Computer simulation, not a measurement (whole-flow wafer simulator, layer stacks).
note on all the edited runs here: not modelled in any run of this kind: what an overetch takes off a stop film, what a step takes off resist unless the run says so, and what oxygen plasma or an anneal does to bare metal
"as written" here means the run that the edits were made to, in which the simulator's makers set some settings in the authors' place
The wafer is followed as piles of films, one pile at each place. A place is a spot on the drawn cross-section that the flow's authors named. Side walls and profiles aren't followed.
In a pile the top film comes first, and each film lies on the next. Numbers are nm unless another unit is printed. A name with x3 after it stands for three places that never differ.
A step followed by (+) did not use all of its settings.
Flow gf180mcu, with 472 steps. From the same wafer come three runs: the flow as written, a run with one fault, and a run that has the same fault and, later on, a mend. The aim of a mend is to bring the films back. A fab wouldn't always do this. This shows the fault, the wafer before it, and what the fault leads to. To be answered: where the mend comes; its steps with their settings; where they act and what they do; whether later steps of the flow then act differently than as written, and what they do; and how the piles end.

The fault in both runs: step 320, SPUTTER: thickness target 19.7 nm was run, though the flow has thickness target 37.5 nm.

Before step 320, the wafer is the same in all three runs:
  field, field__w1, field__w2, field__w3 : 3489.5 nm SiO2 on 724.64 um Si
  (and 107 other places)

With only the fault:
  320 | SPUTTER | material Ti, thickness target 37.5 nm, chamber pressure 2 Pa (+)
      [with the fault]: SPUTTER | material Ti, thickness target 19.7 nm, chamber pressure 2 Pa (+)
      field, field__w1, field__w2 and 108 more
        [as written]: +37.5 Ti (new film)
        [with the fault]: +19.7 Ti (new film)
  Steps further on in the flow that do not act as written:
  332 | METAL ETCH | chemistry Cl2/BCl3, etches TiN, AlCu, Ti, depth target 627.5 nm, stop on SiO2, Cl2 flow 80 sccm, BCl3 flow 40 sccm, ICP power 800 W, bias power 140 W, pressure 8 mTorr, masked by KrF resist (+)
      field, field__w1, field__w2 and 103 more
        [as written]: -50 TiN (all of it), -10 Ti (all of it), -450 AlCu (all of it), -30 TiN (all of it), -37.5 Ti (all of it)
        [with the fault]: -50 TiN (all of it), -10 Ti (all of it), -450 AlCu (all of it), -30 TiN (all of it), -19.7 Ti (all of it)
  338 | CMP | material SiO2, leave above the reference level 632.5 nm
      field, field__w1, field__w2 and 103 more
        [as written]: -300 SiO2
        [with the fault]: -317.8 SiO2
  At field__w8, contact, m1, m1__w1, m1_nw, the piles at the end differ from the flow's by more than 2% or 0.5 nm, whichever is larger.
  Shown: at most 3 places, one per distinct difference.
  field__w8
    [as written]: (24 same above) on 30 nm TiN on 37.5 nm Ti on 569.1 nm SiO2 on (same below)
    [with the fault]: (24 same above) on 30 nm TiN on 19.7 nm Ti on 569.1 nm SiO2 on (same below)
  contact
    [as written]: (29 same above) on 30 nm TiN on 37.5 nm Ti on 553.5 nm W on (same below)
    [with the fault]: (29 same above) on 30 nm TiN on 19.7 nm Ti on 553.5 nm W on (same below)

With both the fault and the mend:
  The mend follows step 320.
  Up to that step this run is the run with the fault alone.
  320a | SPUTTER | material Ti, thickness target 17.8 nm, chamber pressure 2 Pa (+) (the flow's step 320, run once more with other settings)
      field, field__w1, field__w2 and 108 more
        +17.8 Ti
  Every later step of the flow that is run acts as written at every place that is followed.
  By the end, the piles equal the flow's at every place that both follow.
